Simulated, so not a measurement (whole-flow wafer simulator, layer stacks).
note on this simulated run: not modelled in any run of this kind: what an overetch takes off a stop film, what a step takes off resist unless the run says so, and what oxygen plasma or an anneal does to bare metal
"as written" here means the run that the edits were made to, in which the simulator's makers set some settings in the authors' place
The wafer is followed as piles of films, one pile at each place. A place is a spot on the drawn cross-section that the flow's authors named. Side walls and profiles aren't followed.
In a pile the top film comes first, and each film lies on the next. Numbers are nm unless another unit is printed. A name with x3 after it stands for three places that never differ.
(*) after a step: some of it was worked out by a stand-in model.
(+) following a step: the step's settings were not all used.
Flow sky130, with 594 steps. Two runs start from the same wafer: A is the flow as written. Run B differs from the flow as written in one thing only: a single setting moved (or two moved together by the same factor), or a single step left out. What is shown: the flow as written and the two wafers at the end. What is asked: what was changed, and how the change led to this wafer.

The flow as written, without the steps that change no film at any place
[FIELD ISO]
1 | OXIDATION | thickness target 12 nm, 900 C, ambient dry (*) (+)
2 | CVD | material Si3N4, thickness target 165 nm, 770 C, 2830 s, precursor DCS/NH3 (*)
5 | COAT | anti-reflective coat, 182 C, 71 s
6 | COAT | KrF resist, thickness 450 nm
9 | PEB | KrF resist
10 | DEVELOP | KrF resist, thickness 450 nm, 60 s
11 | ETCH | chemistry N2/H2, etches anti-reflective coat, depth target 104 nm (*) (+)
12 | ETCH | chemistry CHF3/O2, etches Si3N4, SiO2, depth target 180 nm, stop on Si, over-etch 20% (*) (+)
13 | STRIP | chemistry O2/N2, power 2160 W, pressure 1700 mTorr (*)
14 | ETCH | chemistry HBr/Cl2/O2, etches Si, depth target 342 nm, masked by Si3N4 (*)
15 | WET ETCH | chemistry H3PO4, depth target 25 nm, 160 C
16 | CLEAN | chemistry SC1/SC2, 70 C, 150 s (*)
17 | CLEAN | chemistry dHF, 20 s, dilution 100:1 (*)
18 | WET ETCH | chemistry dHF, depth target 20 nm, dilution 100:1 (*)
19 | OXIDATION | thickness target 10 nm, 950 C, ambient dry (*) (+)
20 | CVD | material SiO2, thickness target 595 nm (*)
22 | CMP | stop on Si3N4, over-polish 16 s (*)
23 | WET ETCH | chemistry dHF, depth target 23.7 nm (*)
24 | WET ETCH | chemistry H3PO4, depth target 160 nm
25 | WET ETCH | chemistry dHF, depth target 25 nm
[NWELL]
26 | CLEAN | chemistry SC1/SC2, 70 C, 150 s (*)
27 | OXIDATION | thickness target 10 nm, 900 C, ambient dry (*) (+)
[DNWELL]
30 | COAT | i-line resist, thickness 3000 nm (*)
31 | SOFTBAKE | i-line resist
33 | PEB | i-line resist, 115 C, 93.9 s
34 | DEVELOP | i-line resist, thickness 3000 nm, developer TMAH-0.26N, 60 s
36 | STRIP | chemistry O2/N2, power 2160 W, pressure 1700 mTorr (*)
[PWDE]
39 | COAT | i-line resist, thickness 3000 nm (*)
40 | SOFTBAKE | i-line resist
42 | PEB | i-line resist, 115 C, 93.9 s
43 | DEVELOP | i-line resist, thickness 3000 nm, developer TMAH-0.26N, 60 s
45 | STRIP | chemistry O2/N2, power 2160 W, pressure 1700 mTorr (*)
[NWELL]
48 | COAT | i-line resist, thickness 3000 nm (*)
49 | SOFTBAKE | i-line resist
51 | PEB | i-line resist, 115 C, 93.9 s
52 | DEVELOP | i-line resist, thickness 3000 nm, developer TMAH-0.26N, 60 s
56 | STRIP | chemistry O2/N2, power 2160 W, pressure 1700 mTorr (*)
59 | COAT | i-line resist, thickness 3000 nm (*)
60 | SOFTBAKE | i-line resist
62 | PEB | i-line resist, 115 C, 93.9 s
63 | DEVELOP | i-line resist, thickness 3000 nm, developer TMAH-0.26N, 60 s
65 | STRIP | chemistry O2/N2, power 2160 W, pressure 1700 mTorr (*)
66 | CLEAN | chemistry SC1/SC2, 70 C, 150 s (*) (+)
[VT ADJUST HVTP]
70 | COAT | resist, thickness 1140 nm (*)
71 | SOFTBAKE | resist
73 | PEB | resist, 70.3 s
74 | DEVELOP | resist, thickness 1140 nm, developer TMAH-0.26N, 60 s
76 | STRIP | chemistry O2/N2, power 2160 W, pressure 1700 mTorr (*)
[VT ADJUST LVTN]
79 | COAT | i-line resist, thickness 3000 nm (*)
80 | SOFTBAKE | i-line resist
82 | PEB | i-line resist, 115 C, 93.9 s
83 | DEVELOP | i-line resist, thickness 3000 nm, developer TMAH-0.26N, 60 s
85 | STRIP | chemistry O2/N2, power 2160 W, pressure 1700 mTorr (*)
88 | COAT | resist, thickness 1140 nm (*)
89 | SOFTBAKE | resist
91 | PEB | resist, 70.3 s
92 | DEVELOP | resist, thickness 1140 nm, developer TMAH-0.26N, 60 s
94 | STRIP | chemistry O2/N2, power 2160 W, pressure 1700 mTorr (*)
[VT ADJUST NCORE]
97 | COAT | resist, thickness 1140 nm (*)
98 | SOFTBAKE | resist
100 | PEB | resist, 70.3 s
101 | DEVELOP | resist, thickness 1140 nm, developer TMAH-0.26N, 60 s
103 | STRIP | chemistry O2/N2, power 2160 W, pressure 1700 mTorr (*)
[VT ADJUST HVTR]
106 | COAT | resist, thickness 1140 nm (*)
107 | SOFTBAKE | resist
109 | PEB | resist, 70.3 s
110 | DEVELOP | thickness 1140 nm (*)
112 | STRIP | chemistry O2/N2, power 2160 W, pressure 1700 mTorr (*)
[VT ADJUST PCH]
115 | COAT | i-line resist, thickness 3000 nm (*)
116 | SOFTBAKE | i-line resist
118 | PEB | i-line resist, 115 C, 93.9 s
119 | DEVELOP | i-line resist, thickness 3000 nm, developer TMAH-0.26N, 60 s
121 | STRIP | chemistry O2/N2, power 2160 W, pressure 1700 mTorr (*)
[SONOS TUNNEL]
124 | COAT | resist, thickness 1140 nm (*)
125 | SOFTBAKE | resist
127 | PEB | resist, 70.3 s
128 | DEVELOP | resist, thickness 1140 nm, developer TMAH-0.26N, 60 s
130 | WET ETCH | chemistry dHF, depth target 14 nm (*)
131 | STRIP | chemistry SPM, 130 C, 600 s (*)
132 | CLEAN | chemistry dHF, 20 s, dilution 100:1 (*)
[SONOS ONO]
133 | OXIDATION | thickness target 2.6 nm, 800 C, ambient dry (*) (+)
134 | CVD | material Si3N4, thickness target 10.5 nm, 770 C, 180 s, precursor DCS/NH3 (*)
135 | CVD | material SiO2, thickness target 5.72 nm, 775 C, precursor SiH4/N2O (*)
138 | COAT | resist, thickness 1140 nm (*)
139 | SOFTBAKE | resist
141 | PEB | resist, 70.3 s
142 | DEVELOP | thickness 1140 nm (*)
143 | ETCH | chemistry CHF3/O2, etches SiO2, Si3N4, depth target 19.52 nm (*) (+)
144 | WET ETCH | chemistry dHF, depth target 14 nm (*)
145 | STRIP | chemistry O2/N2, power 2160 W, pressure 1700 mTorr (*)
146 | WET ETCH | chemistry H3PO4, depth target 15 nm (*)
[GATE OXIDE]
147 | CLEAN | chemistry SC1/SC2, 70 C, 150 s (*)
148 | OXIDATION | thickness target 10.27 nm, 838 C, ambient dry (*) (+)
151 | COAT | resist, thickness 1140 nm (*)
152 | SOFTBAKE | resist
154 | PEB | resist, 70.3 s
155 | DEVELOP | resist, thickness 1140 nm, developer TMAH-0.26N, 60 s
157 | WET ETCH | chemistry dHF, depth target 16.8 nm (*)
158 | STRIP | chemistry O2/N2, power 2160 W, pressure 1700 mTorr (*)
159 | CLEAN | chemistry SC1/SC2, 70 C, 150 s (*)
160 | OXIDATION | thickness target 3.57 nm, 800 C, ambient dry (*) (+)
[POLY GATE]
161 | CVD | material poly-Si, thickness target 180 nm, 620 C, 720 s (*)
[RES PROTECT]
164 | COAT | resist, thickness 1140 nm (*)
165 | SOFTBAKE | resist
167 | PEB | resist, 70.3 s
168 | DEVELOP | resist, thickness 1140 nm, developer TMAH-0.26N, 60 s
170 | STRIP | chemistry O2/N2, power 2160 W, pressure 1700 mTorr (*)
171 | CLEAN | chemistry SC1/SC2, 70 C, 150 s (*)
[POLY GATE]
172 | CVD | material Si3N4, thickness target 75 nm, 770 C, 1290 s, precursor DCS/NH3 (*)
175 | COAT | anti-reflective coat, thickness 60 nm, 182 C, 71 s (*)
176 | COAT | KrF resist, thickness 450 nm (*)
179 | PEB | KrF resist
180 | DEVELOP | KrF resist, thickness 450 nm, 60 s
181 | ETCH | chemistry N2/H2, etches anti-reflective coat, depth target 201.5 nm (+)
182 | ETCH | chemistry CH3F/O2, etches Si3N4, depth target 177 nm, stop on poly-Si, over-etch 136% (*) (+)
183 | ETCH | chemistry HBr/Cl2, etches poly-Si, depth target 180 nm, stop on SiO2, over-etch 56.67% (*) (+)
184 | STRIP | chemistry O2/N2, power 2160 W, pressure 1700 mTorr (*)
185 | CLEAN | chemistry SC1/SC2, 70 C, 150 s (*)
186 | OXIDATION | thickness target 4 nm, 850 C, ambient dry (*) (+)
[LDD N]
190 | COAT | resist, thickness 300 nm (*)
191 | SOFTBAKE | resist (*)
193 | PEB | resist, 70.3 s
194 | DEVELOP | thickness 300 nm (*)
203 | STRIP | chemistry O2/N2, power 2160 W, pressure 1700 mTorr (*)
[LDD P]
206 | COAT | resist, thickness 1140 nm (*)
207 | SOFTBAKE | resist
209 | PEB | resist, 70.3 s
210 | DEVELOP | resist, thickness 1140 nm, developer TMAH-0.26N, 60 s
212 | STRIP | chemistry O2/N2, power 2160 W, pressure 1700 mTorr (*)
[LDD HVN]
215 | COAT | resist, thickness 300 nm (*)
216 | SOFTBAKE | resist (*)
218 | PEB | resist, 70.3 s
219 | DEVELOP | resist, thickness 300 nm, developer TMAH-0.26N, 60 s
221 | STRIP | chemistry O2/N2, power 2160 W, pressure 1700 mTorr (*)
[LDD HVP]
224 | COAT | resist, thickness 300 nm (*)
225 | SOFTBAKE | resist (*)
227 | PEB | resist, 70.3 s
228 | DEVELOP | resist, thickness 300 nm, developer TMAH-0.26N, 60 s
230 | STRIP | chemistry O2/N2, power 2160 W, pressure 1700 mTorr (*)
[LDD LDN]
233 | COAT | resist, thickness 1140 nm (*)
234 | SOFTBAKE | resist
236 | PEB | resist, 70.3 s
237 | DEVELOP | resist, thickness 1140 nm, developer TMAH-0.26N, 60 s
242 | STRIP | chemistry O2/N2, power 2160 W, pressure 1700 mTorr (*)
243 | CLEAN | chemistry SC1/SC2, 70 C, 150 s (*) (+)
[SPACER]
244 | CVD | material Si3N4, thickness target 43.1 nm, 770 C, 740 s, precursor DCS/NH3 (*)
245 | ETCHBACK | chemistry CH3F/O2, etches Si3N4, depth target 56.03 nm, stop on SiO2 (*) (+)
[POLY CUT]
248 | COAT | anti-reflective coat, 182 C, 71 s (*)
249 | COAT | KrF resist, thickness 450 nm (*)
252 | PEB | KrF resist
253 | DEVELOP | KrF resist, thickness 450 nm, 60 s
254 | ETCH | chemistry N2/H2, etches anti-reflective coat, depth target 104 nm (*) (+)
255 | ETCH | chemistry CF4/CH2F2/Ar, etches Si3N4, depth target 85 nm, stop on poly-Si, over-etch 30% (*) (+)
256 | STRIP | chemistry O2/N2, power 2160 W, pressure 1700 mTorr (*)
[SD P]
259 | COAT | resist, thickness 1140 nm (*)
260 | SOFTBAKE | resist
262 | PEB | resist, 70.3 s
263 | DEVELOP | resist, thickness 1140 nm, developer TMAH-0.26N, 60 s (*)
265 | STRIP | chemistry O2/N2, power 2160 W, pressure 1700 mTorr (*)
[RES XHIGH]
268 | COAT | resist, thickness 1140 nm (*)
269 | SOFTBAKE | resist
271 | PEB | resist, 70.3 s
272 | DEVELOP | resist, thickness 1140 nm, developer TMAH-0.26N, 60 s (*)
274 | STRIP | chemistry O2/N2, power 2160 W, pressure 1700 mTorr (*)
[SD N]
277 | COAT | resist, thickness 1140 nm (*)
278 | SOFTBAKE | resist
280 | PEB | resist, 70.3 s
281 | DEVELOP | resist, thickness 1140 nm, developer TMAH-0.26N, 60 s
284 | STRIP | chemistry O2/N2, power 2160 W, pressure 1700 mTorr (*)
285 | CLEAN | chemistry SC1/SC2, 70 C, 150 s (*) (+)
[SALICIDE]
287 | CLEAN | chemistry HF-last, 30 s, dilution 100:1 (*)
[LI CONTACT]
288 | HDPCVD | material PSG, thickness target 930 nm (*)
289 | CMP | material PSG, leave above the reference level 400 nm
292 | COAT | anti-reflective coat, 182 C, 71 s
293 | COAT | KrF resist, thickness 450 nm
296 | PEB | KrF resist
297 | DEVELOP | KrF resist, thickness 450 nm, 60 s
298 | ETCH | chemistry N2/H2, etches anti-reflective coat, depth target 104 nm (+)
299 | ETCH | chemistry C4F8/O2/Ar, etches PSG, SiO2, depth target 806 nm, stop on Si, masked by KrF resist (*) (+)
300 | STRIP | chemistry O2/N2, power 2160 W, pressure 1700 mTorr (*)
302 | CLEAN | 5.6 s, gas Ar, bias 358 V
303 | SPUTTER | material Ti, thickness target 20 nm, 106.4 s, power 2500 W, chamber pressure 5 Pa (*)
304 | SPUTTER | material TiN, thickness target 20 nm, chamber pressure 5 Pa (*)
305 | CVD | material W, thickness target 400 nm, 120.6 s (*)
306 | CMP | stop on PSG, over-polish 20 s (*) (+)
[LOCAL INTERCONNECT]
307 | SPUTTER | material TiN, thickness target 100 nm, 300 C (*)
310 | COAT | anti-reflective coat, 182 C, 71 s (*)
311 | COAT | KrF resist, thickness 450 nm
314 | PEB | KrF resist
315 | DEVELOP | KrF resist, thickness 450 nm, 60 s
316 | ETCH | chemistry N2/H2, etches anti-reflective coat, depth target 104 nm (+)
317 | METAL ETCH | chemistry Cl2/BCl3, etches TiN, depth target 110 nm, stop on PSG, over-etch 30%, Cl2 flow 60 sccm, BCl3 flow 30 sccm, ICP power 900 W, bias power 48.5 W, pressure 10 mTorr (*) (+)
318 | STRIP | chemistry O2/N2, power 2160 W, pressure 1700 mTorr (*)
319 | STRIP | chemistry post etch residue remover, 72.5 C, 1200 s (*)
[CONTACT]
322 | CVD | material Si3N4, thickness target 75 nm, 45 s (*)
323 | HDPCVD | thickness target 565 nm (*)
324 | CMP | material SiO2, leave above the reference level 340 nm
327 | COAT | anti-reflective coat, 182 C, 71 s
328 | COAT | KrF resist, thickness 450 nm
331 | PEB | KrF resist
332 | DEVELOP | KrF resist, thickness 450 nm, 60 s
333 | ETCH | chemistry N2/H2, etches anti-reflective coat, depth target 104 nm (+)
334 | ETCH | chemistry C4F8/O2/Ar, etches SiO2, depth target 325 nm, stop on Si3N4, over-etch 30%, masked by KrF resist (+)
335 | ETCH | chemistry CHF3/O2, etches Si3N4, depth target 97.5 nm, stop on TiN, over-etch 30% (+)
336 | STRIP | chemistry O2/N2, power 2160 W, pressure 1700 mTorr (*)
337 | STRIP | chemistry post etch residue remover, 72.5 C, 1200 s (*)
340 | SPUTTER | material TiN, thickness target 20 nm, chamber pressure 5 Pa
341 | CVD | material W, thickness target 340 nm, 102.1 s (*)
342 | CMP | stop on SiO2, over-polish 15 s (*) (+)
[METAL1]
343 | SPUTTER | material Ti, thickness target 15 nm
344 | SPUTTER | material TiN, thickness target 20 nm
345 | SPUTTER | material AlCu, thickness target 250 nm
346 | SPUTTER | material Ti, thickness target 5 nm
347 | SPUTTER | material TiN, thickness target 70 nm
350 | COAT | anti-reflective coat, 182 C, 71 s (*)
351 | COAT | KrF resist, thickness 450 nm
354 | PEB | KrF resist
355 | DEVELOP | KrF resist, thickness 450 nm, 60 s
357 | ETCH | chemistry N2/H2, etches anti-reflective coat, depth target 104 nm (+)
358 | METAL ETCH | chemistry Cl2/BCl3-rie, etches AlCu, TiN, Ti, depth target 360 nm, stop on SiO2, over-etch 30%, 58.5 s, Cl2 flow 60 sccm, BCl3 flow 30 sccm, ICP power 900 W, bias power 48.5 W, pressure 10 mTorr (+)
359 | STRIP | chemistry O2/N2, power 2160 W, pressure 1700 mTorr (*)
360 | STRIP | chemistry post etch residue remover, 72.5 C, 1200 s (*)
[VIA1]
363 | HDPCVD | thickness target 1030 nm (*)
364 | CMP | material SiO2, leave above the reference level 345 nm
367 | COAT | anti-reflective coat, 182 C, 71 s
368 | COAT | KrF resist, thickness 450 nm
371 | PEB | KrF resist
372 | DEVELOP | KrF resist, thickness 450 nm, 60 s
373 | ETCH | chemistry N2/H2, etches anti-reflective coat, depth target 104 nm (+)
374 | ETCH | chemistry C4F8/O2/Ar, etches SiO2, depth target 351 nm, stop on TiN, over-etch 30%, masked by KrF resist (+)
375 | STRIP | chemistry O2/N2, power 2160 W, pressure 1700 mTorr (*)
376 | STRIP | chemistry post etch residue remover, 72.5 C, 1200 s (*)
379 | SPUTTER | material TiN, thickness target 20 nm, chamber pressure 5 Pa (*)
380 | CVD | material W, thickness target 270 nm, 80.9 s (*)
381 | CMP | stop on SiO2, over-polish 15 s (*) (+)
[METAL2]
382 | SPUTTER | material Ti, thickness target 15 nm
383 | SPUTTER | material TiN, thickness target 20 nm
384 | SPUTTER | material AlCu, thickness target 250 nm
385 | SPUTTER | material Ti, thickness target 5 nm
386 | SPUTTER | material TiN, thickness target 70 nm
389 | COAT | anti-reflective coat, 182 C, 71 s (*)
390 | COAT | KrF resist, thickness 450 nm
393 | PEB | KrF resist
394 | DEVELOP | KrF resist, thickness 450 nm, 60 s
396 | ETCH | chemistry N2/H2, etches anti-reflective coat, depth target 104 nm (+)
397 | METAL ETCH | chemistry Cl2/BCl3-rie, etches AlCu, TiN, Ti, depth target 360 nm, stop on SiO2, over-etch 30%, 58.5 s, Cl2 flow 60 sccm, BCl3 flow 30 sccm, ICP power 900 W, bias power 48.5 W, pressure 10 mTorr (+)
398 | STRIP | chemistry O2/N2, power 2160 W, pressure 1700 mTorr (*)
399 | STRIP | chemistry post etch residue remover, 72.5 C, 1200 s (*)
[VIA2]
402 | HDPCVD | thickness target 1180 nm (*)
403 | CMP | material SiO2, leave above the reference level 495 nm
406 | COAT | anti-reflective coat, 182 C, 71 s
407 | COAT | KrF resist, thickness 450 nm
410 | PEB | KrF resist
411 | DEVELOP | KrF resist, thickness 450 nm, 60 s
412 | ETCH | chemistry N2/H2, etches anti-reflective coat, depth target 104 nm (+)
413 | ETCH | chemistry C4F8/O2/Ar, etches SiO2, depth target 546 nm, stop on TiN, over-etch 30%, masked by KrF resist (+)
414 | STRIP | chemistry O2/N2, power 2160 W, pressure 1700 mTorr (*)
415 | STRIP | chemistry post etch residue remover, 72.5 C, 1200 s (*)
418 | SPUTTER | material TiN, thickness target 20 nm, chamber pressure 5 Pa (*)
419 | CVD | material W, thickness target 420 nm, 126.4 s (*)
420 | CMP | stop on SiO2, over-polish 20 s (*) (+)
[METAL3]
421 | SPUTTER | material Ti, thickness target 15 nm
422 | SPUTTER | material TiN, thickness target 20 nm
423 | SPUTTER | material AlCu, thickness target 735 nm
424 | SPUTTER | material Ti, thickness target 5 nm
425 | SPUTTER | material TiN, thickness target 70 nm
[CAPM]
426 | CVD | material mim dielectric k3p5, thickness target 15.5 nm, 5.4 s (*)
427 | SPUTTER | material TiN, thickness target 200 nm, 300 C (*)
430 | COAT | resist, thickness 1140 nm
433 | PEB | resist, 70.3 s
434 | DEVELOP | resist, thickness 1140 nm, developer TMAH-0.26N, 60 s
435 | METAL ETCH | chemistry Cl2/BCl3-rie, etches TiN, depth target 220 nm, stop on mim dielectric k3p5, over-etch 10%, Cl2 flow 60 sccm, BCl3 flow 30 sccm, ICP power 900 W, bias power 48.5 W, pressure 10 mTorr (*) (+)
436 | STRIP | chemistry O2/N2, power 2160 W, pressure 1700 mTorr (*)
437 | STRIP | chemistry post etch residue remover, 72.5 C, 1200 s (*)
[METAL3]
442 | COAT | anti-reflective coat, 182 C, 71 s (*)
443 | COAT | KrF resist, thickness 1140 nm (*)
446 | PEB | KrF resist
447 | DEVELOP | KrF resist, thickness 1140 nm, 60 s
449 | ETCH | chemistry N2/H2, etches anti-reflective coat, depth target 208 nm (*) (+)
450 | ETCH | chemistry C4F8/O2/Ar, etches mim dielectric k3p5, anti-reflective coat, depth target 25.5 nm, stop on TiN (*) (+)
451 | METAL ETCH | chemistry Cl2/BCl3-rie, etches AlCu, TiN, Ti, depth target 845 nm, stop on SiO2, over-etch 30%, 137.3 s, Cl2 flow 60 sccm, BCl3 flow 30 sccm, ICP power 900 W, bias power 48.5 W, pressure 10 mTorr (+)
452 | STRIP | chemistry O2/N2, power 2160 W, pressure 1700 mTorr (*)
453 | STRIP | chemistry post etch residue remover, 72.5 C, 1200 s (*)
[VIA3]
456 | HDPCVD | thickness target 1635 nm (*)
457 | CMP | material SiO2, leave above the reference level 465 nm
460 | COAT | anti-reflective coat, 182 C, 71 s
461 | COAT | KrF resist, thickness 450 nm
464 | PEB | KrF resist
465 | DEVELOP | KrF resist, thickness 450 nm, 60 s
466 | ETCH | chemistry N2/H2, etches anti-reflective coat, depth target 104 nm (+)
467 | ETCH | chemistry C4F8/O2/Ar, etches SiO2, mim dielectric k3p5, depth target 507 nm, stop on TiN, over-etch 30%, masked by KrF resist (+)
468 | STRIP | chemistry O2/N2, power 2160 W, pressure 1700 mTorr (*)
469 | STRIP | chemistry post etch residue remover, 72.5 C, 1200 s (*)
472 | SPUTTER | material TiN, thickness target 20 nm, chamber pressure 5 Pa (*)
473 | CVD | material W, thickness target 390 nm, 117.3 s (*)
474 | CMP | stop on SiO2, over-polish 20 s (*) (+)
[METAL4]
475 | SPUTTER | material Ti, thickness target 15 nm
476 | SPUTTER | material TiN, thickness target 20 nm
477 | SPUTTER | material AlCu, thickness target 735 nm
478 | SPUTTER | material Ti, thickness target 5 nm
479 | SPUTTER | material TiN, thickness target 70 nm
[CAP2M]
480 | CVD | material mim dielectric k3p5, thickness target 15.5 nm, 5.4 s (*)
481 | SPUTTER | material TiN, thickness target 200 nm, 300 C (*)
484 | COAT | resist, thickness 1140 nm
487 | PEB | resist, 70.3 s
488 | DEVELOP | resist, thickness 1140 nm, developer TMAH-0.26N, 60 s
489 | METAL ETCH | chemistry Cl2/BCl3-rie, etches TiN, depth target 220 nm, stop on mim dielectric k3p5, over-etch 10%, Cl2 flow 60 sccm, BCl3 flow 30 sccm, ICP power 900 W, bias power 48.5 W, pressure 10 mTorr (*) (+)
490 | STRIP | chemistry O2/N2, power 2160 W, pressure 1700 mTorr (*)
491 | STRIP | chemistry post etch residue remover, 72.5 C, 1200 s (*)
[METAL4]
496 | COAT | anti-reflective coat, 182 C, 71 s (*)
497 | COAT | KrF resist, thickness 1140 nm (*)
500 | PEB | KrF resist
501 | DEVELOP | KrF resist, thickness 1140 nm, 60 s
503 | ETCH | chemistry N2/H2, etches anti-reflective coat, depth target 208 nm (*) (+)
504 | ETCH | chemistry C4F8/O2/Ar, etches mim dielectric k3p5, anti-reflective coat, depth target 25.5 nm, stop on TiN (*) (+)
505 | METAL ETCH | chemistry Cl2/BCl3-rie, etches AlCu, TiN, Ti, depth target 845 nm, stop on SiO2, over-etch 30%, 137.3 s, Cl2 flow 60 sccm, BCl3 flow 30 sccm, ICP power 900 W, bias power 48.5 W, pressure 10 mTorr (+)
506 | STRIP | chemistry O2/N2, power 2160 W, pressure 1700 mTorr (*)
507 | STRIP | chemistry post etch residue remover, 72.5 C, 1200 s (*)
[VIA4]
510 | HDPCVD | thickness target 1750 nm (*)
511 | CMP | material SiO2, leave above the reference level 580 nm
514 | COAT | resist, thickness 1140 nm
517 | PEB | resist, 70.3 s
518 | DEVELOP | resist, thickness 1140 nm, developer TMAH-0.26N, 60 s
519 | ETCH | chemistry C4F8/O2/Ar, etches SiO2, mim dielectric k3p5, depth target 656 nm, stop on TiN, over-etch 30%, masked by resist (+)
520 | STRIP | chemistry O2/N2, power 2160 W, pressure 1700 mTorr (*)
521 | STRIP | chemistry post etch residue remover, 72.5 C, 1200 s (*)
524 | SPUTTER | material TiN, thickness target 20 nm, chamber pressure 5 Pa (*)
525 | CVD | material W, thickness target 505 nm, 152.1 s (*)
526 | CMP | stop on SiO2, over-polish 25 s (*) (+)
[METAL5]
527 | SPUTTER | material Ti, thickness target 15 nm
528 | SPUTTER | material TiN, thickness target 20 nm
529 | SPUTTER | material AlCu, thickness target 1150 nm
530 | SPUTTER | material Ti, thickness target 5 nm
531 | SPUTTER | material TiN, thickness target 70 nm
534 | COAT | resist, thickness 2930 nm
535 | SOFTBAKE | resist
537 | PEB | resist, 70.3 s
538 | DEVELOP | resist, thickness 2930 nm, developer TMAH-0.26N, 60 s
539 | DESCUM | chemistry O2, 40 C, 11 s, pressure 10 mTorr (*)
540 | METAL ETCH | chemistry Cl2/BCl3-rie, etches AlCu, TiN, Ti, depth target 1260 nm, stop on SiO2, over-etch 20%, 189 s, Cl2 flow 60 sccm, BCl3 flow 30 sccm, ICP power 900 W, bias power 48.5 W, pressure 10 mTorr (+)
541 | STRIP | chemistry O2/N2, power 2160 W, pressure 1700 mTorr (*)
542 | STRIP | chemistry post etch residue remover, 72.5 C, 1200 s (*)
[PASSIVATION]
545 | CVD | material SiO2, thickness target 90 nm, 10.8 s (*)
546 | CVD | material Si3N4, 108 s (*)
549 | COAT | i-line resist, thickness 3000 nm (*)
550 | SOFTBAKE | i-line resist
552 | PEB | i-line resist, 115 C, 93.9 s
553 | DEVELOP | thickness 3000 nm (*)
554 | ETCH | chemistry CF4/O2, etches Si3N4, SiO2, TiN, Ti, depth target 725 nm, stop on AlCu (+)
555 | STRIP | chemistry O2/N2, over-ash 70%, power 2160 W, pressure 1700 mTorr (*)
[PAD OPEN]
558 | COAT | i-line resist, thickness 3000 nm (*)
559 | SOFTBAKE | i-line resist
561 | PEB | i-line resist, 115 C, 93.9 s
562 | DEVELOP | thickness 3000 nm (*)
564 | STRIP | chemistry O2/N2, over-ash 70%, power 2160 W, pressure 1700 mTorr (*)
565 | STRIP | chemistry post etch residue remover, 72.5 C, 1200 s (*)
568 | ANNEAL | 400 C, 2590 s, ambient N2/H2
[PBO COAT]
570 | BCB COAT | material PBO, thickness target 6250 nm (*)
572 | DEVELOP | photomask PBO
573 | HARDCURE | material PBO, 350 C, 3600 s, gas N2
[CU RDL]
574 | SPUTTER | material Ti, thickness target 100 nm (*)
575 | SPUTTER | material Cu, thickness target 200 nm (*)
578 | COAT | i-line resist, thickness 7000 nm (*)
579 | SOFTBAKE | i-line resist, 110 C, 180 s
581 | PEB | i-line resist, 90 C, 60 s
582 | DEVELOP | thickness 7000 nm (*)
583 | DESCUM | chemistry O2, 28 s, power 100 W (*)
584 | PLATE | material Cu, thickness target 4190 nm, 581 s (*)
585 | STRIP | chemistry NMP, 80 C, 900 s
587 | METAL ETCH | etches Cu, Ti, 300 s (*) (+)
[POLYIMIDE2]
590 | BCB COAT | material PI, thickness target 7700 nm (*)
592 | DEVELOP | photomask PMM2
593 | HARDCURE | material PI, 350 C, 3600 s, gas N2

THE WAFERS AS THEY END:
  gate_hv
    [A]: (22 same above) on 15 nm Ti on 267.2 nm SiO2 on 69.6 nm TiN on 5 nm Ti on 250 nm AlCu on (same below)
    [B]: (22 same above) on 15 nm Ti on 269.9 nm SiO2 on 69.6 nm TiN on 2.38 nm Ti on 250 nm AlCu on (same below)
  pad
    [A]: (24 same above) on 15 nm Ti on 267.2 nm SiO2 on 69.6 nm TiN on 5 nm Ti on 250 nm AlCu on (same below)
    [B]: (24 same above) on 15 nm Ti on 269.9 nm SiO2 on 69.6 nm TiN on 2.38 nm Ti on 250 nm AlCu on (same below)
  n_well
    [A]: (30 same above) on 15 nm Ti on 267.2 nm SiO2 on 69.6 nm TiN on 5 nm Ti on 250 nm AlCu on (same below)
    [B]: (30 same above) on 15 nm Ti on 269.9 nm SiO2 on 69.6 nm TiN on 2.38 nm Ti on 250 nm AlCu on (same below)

What caused this: step 346, SPUTTER: thickness target 2.38 nm was run, whereas the flow has thickness target 5 nm.
The wafer itself shows it: gate_hv has Ti 2.38, and step 346 as written asks for 5 nm.

How this came from the change, step by step:
  346 | SPUTTER | material Ti, thickness target 5 nm
      field, active, n_well and 188 more: A Ti gains 5 (new film) | B Ti gains 2.38 (new film)
  358 | METAL ETCH | chemistry Cl2/BCl3-rie, etches AlCu, TiN, Ti, depth target 360 nm, stop on SiO2, over-etch 30%, 58.5 s, Cl2 flow 60 sccm, BCl3 flow 30 sccm, ICP power 900 W, bias power 48.5 W, pressure 10 mTorr (+)
      field, active, gate and 81 more: A TiN loses 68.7 (all of it), Ti loses 5 (all of it), AlCu loses 250 (all of it), TiN loses 20 (all of it), Ti loses 15 (all of it), SiO2 loses 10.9 | B TiN loses 68.7 (all of it), Ti loses 2.38 (all of it), AlCu loses 250 (all of it), TiN loses 20 (all of it), Ti loses 15 (all of it), SiO2 loses 11.2
